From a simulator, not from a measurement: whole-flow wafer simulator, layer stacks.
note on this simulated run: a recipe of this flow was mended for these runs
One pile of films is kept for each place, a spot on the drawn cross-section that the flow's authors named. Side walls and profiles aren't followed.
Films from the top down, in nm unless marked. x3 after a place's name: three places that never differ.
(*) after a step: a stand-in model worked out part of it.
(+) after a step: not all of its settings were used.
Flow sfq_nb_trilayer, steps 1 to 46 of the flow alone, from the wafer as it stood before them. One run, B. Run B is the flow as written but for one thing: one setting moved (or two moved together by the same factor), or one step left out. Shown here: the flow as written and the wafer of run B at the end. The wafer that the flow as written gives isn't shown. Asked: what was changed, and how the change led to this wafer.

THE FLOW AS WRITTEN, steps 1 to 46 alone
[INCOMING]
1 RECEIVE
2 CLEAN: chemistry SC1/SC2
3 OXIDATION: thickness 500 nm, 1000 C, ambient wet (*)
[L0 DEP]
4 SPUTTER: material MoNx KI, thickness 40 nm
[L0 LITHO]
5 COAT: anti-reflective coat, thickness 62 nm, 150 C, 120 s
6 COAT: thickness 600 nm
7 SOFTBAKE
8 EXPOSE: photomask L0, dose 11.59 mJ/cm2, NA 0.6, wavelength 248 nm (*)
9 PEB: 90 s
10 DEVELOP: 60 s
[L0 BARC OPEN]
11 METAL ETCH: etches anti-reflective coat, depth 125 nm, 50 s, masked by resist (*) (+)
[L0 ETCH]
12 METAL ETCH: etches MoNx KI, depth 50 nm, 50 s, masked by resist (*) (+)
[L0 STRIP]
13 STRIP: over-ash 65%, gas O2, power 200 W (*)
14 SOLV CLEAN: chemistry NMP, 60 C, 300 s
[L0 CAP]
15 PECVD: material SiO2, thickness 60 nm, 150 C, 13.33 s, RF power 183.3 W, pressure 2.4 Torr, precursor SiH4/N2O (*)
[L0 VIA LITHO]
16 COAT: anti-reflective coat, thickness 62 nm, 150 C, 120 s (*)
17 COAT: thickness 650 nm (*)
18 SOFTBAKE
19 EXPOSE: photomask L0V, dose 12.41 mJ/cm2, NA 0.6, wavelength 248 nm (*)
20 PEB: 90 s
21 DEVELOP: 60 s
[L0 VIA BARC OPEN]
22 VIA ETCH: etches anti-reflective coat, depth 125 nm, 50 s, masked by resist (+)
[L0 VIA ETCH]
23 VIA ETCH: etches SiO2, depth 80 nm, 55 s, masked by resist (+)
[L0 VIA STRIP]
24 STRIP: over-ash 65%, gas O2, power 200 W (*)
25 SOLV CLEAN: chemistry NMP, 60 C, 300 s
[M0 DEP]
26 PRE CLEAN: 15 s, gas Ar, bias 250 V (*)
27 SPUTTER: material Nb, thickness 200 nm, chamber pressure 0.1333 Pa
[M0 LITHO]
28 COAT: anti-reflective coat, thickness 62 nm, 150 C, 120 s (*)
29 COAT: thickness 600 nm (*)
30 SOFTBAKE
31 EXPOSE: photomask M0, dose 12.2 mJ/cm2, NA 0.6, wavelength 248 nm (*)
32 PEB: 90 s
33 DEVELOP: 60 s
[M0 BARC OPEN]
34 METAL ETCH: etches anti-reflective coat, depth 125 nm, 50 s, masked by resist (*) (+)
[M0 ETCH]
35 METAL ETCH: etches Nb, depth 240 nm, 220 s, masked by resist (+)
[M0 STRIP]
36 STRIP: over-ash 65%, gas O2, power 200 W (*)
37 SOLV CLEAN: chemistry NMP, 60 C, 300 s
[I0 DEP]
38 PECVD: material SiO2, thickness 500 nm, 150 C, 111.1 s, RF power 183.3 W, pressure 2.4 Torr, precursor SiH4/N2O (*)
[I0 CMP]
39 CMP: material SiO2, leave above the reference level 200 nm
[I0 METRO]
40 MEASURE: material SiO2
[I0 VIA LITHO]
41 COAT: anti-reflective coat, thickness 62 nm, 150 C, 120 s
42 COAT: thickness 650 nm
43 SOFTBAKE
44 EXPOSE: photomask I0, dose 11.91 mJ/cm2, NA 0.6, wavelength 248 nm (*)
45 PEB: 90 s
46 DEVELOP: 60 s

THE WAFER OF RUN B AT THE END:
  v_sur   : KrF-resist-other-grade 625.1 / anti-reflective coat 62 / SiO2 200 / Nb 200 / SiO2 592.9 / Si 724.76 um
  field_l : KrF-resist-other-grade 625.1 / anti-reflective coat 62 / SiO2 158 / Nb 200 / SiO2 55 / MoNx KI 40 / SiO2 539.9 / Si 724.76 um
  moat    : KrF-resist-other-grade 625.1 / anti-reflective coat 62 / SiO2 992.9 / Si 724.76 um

The cause: step 3, OXIDATION: 1012 C was run, where the flow has 1000 C.

How the change led to this, step by step:
  3 OXIDATION: thickness 500 nm, 1000 C, ambient wet (*)
      field_l, v_sur, via_wl and 103 more: SiO2 +539.9 (new film), chemical SiO2 -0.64 (all of it), Si -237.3 (as written it would be: SiO2 +500 (new film), chemical SiO2 -0.64 (all of it), Si -219.7)
